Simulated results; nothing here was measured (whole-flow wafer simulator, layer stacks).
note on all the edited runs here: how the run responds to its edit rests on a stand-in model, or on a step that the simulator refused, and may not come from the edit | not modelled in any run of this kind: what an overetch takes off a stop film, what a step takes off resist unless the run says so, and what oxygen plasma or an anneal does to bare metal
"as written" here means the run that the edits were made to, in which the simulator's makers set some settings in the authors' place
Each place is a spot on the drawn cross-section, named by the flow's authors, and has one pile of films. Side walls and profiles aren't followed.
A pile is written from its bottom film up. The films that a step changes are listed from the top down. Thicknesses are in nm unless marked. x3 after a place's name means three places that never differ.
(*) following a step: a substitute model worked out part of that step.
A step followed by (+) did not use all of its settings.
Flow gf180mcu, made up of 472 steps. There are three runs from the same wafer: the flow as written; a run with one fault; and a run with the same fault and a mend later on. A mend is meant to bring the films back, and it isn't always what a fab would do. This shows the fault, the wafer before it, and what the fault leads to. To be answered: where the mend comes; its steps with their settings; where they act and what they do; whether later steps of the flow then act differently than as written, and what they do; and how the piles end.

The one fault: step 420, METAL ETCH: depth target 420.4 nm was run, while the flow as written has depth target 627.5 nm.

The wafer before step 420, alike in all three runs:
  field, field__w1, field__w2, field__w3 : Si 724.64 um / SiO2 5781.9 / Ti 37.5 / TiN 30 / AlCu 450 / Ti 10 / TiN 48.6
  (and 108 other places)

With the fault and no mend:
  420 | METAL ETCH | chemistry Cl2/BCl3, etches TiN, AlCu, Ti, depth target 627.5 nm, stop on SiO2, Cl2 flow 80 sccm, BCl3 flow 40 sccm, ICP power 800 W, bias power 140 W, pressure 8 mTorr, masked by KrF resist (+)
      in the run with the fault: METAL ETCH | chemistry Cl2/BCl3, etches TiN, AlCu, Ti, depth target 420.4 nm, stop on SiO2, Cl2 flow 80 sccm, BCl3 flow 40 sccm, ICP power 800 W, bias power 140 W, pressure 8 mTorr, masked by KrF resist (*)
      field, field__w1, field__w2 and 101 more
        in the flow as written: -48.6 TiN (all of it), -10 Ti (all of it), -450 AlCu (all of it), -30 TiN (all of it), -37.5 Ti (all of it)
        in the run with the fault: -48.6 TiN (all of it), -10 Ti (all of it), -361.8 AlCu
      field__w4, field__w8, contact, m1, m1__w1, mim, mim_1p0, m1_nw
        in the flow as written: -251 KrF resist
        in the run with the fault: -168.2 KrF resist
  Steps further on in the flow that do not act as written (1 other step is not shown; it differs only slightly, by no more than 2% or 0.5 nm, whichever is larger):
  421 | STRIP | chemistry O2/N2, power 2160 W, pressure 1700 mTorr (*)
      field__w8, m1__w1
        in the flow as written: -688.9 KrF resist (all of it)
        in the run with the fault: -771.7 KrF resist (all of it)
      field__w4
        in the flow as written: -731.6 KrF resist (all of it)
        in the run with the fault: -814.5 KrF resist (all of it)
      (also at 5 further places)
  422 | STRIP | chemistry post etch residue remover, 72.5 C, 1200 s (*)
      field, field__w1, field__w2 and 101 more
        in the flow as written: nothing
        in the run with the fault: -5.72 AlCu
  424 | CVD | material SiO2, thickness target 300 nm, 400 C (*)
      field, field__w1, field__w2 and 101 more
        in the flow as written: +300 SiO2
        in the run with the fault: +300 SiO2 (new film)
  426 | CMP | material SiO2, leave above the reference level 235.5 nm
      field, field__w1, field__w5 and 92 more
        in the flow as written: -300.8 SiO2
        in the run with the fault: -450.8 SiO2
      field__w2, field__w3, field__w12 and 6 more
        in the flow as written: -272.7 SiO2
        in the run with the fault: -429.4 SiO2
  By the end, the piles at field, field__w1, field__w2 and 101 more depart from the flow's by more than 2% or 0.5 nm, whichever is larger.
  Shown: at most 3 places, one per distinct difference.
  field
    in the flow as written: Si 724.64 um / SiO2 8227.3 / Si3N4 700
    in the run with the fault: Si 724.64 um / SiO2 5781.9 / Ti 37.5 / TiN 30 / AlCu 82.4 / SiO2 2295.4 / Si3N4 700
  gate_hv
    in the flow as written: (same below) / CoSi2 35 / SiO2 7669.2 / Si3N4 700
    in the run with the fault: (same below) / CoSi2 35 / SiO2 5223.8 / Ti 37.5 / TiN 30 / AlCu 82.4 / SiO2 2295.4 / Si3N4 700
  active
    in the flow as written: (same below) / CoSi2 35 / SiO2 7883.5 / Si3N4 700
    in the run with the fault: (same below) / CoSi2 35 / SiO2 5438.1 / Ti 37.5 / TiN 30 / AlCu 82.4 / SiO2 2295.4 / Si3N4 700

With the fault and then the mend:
  After step 420 comes the mend.
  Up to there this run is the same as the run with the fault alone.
  420a | METAL ETCH | chemistry Cl2/BCl3, etches TiN, AlCu, Ti, depth target 207.1 nm, stop on SiO2, Cl2 flow 80 sccm, BCl3 flow 40 sccm, ICP power 800 W, bias power 140 W, pressure 8 mTorr, masked by KrF resist (+) (the flow's step 420 again, with other settings)
      field, field__w1, field__w2 and 101 more
        -88.2 AlCu (all of it), -30 TiN (all of it), -37.5 Ti (all of it)
      field__w4, field__w8, contact, m1, m1__w1, mim, mim_1p0, m1_nw
        -82.8 KrF resist
  Every later step of the flow that is run acts as written at every place that is followed.
  At every place that both follow, the piles at the end match the flow's.
